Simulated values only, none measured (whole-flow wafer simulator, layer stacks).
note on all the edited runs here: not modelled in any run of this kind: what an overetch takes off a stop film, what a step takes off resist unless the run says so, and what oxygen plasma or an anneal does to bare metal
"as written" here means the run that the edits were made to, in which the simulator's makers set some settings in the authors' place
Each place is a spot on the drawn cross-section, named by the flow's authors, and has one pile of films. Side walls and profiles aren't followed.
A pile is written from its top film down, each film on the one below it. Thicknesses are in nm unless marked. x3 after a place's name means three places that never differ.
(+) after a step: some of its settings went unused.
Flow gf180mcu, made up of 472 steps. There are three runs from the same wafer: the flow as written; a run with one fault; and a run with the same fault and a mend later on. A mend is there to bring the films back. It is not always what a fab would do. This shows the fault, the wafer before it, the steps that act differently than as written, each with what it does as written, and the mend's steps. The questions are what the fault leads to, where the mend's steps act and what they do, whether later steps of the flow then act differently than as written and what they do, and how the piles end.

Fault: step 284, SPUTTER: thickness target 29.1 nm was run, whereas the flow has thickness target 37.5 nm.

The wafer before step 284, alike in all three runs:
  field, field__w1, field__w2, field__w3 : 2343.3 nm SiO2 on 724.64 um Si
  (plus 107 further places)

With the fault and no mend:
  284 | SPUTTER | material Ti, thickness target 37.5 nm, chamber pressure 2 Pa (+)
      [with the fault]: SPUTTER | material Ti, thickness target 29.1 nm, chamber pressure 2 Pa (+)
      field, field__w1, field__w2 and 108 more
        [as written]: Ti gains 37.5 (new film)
        [with the fault]: Ti gains 29.1 (new film)
  Steps later in the flow that act otherwise than as written:
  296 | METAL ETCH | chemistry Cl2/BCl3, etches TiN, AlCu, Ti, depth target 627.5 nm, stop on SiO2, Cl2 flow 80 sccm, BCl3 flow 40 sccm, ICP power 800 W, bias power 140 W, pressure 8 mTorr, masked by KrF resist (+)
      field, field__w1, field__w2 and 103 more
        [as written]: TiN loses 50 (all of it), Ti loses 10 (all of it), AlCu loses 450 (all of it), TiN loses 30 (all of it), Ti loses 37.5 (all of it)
        [with the fault]: TiN loses 50 (all of it), Ti loses 10 (all of it), AlCu loses 450 (all of it), TiN loses 30 (all of it), Ti loses 29.1 (all of it)
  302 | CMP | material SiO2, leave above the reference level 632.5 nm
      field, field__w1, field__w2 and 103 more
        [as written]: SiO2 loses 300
        [with the fault]: SiO2 loses 308.4
  The piles end different from the flow's at field__w8, contact, m1, m1__w1, m1_nw by more than 2% or 0.5 nm, whichever is larger.
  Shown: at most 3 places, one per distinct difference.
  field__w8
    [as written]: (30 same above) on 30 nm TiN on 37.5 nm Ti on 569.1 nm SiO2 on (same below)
    [with the fault]: (30 same above) on 30 nm TiN on 29.1 nm Ti on 569.1 nm SiO2 on (same below)
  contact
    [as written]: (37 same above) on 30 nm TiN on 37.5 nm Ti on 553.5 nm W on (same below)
    [with the fault]: (37 same above) on 30 nm TiN on 29.1 nm Ti on 553.5 nm W on (same below)

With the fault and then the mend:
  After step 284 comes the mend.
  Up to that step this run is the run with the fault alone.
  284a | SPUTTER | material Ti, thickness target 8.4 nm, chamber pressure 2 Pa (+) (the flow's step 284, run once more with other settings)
      field, field__w1, field__w2 and 108 more
        Ti gains 8.4
  Later steps of the flow that are run all act as written at every place that is followed.
  At every place that both follow, the piles at the end match the flow's.
